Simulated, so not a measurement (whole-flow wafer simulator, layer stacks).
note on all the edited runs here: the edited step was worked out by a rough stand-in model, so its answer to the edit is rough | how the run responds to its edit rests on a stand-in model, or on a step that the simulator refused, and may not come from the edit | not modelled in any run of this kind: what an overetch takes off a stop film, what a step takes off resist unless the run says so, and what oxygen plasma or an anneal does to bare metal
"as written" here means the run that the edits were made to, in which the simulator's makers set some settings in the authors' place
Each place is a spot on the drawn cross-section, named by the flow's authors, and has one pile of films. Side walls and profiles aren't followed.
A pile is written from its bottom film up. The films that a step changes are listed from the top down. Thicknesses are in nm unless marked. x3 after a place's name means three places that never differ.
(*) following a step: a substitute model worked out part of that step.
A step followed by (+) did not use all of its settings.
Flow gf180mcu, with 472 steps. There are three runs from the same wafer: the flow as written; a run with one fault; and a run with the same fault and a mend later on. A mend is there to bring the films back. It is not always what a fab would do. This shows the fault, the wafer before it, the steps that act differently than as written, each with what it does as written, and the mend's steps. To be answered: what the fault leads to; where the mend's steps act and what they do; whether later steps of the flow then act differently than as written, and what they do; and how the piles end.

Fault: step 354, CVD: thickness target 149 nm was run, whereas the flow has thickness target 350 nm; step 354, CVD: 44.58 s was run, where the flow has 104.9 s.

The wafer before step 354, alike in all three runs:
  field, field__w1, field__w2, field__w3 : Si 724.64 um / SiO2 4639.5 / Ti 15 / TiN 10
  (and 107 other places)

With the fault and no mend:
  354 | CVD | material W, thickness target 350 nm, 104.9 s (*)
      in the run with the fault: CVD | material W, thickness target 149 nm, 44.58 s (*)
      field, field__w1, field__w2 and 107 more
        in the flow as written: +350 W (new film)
        in the run with the fault: +150.5 W (new film)
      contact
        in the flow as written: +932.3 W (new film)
        in the run with the fault: +732.7 W (new film)
  Steps later in the flow that act otherwise than as written:
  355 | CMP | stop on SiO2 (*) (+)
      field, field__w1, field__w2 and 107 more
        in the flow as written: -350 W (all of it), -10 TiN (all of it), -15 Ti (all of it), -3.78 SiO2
        in the run with the fault: -150.5 W (all of it), -10 TiN (all of it), -15 Ti (all of it), -1.77 SiO2
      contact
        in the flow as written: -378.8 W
        in the run with the fault: -177.2 W
  The piles end only slightly different from the flow's at the places that both follow, by no more than 2% or 0.5 nm, whichever is larger.

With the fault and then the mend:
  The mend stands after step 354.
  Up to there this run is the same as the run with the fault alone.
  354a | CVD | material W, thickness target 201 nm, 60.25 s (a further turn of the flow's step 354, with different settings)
      field, field__w1, field__w2 and 108 more
        +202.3 W
  None of the later steps of the flow differs from how it acts as written, at any place that is followed, by more than 2% or 0.5 nm, whichever is larger.
  The piles end only slightly different from the flow's at the places that both follow, by no more than 2% or 0.5 nm, whichever is larger.
